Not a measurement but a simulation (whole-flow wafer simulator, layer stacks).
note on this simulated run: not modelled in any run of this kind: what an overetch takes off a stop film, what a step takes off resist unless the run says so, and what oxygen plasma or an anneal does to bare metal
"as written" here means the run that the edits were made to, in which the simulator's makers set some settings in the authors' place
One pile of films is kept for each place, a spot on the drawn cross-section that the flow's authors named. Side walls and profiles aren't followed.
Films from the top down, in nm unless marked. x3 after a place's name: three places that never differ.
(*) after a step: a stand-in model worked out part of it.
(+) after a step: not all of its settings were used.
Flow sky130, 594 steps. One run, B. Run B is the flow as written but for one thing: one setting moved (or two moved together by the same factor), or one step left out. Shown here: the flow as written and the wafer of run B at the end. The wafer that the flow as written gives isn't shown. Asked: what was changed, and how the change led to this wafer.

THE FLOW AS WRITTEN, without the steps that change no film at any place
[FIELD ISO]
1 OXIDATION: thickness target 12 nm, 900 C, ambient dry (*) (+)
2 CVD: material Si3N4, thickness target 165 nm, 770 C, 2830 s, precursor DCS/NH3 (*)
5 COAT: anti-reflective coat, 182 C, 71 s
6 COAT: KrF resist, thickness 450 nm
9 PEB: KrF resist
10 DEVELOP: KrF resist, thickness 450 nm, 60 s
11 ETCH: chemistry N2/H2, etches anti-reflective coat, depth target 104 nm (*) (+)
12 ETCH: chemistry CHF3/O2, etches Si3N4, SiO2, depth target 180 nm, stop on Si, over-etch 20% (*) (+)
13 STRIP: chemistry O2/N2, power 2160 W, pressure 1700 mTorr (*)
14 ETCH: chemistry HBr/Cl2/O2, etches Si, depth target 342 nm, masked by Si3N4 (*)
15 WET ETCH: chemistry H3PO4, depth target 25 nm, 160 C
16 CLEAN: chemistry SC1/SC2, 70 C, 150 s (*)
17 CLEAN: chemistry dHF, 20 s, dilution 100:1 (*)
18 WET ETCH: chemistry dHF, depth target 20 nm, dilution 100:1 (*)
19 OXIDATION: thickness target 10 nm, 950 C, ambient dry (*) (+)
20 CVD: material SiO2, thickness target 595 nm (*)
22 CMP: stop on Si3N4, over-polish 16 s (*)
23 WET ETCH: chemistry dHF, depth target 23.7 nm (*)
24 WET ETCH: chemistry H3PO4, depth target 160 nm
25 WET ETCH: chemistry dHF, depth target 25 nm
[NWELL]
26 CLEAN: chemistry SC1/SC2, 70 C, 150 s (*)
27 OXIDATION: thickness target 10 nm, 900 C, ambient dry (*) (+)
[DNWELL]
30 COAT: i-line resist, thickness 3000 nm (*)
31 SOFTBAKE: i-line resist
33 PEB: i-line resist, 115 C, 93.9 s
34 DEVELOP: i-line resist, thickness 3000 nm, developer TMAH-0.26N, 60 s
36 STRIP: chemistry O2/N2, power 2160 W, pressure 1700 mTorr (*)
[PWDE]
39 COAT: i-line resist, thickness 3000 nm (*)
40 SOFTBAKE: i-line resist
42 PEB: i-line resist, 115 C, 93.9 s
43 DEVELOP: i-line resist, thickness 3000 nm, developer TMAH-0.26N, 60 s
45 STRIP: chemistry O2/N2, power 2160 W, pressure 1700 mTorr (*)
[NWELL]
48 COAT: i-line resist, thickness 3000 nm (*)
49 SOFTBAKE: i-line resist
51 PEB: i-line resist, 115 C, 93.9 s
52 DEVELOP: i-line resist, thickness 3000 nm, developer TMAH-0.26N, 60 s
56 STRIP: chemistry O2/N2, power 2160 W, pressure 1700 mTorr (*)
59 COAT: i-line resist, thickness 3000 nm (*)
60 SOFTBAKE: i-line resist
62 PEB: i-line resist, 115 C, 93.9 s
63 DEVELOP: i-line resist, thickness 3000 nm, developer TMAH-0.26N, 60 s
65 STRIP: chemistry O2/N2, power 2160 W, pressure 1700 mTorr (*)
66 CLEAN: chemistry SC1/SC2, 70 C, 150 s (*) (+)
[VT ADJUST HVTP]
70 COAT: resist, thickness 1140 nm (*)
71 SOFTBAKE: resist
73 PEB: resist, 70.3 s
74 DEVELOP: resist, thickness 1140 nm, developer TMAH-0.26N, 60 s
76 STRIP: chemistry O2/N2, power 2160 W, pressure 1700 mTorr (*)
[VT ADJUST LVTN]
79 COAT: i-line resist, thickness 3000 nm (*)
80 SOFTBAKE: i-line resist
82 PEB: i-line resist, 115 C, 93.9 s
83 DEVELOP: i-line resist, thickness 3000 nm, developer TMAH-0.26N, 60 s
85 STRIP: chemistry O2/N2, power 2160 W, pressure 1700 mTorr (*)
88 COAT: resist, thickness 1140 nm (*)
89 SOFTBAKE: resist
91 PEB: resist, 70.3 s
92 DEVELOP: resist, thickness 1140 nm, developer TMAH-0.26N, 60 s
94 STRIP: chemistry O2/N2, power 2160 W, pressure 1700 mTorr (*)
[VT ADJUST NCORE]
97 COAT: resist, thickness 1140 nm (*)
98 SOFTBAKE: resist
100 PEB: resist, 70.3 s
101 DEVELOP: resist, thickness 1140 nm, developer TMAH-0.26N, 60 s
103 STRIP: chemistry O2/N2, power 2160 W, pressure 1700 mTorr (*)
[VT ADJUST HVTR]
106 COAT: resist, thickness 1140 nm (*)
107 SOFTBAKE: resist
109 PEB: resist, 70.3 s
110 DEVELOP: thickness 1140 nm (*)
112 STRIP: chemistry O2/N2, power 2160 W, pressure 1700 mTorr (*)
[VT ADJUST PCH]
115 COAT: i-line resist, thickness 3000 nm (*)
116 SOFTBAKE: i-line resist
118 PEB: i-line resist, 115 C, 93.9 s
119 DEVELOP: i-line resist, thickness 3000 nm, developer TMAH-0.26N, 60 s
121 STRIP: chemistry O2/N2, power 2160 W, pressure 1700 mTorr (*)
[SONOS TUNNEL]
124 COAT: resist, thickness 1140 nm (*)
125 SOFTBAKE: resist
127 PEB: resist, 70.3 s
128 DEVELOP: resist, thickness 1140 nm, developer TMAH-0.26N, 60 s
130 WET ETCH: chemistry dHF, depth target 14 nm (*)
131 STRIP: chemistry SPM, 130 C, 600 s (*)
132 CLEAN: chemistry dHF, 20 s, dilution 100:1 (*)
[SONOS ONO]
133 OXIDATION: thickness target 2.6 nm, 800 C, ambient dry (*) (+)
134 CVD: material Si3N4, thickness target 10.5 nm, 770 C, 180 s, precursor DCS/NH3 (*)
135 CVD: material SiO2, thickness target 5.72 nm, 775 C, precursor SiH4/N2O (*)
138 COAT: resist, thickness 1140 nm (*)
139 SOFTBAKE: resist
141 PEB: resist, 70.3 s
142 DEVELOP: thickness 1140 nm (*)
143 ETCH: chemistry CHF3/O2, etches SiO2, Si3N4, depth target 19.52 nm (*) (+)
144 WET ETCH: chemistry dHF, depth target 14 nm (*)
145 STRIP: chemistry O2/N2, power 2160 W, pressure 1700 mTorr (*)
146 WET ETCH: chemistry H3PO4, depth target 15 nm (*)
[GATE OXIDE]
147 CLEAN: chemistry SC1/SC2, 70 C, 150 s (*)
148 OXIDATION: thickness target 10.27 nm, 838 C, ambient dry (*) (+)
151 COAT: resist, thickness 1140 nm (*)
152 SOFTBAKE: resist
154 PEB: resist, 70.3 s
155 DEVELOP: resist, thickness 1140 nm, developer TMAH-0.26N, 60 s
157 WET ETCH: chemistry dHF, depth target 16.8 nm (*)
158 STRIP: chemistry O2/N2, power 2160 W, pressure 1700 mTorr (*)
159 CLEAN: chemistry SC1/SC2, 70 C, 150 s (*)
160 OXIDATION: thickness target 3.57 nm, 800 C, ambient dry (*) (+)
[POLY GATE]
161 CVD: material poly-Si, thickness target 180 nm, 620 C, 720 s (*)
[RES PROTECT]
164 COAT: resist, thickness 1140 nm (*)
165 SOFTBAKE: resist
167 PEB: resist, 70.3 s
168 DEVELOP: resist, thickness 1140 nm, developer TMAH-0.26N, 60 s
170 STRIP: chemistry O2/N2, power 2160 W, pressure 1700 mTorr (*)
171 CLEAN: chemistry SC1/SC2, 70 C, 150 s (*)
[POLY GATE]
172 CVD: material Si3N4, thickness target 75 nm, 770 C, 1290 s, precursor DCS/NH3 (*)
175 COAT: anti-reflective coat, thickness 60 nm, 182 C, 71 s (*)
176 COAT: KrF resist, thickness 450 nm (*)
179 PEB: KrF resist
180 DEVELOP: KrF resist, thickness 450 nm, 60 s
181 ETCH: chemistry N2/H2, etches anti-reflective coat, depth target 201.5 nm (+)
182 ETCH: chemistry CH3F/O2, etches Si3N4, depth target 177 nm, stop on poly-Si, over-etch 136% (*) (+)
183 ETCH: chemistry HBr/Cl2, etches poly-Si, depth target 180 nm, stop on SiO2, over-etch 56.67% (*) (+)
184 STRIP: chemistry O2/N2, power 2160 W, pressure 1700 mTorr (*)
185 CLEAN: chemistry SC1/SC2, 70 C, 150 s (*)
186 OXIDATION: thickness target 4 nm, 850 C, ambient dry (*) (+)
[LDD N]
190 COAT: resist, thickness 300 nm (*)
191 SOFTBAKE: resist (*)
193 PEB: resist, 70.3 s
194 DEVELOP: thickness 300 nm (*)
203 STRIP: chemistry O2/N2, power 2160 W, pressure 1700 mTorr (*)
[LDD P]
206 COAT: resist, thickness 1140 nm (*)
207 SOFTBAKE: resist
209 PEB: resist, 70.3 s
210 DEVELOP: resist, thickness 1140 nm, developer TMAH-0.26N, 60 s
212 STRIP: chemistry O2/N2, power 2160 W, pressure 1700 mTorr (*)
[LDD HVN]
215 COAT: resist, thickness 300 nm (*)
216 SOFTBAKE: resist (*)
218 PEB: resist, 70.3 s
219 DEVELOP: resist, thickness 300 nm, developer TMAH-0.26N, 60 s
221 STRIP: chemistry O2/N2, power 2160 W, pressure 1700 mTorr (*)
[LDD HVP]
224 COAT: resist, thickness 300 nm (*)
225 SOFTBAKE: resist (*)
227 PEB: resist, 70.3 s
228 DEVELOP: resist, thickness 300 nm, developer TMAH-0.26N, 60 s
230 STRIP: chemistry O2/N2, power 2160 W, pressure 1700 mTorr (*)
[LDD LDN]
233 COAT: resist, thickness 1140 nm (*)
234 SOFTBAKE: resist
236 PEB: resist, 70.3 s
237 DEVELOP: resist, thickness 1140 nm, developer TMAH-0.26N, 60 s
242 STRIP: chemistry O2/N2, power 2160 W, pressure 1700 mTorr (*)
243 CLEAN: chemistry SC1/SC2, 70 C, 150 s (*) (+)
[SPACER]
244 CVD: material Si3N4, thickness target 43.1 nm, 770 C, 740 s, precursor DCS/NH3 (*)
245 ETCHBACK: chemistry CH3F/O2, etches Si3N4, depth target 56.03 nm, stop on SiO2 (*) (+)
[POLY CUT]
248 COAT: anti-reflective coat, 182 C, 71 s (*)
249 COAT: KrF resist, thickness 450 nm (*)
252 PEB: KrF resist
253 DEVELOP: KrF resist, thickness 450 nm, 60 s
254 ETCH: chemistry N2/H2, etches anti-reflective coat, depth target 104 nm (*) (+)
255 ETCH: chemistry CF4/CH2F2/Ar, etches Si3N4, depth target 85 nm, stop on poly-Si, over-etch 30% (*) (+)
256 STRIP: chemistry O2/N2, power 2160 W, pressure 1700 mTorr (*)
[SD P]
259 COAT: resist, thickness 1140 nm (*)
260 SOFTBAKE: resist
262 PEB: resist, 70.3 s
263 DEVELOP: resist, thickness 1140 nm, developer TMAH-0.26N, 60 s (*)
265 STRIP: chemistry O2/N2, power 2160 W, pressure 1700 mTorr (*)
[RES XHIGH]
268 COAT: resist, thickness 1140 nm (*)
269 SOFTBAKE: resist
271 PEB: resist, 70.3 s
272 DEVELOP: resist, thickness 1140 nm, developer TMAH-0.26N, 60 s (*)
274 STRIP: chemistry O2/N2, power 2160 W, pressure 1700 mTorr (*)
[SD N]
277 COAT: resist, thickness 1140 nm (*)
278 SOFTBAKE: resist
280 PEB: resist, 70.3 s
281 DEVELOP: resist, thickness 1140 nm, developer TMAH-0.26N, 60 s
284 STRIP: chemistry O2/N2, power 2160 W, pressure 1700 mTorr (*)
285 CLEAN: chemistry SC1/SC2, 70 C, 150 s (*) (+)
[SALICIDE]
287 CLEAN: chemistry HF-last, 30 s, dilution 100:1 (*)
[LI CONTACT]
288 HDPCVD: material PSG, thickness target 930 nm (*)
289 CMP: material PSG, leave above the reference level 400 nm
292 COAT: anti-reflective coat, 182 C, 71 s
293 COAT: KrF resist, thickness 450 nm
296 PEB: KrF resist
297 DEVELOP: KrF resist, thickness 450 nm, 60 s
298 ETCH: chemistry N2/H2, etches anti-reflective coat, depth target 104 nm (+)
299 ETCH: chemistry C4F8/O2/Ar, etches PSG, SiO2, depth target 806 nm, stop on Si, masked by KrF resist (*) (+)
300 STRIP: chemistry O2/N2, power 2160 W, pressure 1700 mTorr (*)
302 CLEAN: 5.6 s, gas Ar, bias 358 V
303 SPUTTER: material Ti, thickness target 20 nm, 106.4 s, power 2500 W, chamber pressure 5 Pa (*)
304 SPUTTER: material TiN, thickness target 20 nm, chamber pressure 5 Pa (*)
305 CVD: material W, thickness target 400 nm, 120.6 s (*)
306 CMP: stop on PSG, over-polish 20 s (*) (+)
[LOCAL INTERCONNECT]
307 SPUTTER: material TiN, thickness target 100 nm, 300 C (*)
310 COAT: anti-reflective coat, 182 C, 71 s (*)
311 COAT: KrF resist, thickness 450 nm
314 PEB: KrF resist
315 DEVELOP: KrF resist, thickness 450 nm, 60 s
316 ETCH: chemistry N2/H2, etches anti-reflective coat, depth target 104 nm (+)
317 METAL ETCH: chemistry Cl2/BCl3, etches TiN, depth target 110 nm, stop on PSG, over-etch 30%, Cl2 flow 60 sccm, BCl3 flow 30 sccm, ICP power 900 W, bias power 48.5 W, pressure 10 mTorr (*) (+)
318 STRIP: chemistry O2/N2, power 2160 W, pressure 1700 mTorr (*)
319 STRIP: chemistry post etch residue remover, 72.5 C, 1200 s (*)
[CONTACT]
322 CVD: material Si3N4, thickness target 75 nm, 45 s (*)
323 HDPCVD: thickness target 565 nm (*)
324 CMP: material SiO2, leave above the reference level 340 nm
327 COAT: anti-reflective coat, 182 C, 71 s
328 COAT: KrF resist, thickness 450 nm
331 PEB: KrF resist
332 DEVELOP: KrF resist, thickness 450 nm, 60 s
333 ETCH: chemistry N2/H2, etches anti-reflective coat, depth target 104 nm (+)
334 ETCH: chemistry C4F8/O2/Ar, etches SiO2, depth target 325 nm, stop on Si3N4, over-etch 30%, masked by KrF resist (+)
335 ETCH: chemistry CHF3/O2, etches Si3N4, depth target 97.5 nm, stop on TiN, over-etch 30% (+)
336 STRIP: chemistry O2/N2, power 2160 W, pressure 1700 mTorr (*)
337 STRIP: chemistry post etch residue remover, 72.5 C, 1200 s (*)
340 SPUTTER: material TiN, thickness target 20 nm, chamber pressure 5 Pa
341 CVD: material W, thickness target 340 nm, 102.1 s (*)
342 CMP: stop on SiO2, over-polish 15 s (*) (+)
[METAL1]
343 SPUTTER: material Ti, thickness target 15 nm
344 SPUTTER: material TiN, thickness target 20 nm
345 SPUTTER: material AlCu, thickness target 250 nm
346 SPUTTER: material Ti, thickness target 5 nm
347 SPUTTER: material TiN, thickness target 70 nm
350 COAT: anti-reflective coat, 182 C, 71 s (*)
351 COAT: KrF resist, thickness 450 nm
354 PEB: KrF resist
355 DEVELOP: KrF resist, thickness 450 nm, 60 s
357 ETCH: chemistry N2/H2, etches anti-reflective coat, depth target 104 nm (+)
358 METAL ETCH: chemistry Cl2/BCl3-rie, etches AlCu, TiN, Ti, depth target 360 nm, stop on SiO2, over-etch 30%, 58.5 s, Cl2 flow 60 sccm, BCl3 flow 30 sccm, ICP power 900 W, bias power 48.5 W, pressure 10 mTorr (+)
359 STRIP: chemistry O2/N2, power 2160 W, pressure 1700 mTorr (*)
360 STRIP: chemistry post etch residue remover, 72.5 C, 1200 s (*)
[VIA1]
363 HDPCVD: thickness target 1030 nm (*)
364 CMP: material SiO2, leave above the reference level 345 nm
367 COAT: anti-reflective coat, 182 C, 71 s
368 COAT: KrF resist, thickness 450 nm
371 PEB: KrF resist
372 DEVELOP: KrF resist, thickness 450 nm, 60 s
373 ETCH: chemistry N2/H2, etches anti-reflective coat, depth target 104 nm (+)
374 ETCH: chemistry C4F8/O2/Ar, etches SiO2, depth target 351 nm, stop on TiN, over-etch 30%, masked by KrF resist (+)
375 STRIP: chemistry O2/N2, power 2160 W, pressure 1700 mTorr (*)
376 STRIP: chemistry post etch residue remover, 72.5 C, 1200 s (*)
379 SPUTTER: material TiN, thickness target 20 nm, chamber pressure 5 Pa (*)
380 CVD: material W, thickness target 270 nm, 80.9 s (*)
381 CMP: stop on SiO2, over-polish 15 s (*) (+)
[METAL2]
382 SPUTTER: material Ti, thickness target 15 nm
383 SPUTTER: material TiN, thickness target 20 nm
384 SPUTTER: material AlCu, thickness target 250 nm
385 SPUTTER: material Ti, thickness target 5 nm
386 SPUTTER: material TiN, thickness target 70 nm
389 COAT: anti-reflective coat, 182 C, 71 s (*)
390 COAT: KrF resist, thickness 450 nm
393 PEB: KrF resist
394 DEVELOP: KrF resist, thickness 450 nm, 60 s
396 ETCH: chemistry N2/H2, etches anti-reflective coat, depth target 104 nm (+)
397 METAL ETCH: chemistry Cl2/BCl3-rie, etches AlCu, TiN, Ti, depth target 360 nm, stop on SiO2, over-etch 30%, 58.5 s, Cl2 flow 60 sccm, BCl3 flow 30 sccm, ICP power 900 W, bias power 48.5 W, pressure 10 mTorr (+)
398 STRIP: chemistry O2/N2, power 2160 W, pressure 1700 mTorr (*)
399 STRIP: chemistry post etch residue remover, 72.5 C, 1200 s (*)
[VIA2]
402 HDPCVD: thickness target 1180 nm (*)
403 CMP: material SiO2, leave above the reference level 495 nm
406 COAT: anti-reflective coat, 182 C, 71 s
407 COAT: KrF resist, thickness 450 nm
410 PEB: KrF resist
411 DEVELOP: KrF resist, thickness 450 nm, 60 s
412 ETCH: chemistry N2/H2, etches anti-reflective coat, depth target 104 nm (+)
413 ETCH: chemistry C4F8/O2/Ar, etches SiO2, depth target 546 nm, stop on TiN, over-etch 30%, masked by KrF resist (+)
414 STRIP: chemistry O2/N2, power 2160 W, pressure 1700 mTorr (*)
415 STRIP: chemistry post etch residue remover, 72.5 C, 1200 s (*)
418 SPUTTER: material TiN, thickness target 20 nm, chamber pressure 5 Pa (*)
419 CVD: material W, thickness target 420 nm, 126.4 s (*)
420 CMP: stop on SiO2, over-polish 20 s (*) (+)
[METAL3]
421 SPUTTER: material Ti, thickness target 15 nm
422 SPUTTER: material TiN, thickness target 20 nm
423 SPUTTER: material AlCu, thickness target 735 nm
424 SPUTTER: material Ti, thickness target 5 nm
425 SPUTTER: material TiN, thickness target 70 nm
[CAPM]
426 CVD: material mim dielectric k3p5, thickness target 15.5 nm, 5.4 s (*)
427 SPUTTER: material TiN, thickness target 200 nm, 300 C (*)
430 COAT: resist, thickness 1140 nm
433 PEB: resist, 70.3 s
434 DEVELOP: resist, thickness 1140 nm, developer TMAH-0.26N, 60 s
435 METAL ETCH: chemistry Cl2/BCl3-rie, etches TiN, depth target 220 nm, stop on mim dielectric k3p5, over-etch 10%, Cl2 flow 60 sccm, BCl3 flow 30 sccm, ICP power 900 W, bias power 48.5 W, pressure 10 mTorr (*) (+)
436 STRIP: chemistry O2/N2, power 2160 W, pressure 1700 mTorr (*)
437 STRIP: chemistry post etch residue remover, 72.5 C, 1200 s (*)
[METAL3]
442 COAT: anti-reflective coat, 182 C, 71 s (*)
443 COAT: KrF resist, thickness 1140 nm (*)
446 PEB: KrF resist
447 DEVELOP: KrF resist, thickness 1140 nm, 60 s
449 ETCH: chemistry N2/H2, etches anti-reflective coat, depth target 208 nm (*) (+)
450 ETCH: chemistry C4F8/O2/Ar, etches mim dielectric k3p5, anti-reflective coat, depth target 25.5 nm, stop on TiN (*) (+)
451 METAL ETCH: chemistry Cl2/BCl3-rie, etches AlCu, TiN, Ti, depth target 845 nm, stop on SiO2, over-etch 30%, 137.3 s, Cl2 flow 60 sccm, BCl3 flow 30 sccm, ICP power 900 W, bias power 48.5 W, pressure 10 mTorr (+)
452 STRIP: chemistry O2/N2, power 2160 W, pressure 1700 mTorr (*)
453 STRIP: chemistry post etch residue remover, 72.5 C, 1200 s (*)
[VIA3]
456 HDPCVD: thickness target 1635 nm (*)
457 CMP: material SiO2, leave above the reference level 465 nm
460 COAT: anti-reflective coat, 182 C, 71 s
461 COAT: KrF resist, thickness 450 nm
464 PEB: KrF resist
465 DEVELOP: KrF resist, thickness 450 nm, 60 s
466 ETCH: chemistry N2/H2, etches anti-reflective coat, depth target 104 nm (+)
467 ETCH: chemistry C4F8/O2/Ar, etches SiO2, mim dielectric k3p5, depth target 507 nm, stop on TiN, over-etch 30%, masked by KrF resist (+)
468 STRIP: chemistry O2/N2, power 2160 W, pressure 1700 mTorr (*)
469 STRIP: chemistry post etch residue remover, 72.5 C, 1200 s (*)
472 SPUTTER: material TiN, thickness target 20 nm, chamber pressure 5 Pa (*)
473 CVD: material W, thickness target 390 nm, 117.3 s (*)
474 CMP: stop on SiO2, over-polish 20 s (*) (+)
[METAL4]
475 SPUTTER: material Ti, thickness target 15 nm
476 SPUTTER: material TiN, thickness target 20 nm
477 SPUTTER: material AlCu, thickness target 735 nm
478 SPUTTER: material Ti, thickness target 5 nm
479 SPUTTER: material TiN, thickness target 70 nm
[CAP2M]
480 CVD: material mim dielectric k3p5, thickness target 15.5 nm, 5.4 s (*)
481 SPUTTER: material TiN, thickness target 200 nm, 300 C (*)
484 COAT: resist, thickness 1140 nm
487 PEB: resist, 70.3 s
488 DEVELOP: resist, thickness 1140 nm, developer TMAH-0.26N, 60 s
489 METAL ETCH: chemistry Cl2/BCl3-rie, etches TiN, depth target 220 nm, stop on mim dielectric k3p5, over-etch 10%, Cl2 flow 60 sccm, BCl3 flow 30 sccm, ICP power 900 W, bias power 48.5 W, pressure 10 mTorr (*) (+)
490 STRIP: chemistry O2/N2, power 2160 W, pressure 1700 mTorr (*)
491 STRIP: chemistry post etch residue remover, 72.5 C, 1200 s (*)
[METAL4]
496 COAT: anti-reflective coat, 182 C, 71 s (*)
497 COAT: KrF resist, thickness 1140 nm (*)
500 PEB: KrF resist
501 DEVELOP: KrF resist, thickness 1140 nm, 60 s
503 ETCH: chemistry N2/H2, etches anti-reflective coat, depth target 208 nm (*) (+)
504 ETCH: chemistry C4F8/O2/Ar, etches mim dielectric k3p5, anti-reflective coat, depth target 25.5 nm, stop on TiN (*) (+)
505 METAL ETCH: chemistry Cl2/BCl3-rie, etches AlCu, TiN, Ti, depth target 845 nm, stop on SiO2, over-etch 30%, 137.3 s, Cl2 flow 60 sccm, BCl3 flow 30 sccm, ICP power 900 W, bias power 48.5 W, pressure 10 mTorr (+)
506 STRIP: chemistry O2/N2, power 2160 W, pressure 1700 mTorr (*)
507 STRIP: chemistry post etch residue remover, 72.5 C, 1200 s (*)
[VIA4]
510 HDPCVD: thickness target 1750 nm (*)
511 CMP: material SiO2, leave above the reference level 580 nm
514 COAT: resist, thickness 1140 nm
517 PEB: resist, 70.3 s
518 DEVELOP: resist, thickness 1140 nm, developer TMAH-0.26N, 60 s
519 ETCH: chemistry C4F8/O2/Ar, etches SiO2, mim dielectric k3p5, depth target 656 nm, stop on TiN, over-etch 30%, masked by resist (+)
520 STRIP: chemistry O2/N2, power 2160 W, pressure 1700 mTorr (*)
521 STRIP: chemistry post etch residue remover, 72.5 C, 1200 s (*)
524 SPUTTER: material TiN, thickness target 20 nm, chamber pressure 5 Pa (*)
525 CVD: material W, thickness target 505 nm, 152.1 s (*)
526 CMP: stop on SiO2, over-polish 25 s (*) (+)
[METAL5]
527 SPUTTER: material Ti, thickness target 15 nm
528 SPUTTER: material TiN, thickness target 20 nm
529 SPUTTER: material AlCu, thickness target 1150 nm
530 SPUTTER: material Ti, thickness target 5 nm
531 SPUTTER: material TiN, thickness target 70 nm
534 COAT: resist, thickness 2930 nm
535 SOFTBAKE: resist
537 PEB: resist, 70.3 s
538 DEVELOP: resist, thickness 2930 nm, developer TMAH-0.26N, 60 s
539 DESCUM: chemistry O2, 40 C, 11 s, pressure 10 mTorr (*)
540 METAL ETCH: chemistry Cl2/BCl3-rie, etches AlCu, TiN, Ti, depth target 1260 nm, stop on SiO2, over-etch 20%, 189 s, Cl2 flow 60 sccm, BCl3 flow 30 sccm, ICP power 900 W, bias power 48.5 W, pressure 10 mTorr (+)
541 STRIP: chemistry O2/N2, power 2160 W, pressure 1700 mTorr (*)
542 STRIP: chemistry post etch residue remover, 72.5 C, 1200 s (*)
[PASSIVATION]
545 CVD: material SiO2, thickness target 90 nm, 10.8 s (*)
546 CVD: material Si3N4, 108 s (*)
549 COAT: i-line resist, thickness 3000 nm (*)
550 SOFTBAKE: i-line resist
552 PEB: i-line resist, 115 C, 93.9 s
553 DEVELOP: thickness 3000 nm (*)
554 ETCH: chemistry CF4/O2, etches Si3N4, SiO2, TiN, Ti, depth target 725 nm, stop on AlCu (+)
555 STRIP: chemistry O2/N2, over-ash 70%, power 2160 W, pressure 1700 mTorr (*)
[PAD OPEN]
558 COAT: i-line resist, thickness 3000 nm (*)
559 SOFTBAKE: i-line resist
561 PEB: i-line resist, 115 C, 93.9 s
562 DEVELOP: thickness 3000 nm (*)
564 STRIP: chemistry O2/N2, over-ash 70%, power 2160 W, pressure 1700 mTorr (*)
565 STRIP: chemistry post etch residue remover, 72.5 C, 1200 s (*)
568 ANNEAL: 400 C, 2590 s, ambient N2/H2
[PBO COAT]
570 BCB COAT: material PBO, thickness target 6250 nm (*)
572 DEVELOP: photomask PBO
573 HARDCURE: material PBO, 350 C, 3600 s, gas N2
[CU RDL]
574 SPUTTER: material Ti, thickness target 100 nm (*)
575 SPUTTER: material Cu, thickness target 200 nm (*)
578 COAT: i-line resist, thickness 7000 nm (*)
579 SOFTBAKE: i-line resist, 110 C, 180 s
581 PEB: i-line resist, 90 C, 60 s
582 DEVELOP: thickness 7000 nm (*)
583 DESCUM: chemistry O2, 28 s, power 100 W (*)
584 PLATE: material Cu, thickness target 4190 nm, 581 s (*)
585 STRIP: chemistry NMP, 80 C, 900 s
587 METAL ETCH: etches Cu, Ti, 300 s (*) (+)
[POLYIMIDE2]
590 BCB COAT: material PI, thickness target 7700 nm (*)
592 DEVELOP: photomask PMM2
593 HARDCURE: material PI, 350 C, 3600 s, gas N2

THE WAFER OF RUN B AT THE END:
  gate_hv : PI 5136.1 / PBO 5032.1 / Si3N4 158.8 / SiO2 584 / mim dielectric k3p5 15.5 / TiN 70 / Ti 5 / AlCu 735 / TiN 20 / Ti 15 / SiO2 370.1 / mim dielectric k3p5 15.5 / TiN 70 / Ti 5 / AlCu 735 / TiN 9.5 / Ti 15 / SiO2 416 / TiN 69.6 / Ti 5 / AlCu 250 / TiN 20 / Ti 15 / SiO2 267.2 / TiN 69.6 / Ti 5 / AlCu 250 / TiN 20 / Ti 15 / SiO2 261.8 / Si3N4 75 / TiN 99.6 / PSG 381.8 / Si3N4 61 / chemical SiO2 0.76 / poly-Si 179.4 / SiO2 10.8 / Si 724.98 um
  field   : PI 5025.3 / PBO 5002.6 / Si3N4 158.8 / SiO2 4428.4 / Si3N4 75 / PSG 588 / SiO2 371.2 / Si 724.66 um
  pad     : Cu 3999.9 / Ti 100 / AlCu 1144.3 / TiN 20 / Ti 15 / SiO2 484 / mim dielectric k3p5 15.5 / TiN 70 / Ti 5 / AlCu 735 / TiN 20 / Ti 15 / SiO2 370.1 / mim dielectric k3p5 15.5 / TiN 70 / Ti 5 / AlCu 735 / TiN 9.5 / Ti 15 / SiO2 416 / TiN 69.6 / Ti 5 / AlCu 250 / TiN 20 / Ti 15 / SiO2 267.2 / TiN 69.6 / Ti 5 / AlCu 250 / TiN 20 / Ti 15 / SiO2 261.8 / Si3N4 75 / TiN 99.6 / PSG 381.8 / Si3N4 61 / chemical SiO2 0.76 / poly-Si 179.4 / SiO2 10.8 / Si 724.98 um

The cause: step 422, SPUTTER: thickness target 9.5 nm was run, where the flow has thickness target 20 nm.
It can be read off the wafer: gate_hv has TiN 9.5, and step 422 as written asks for 20 nm.

How the change led to this, step by step:
  422 SPUTTER: material TiN, thickness target 20 nm
      field, active, n_well and 188 more: TiN +9.5 (new film) (as written it would be: TiN +20 (new film))
  451 METAL ETCH: chemistry Cl2/BCl3-rie, etches AlCu, TiN, Ti, depth target 845 nm, stop on SiO2, over-etch 30%, 137.3 s, Cl2 flow 60 sccm, BCl3 flow 30 sccm, ICP power 900 W, bias power 48.5 W, pressure 10 mTorr (+)
      field, gate, spacer and 68 more: TiN -70 (all of it), Ti -5 (all of it), AlCu -735 (all of it), TiN -9.5 (all of it), Ti -15 (all of it), SiO2 -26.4 (as written it would be: TiN -70 (all of it), Ti -5 (all of it), AlCu -735 (all of it), TiN -20 (all of it), Ti -15 (all of it), SiO2 -25.4)
      active, vpp_ln, vpp_iso2 and 11 more: TiN -70 (all of it), Ti -5 (all of it), AlCu -735 (all of it), TiN -9.5 (all of it), Ti -15 (all of it), SiO2 -26.4 (as written it would be: TiN -70 (all of it), Ti -5 (all of it), AlCu -735 (all of it), TiN -20 (all of it), Ti -15 (all of it), SiO2 -25.3)
  457 CMP: material SiO2, leave above the reference level 465 nm
      field, active, gate and 82 more: SiO2 -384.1 (as written it would be: SiO2 -374.7)
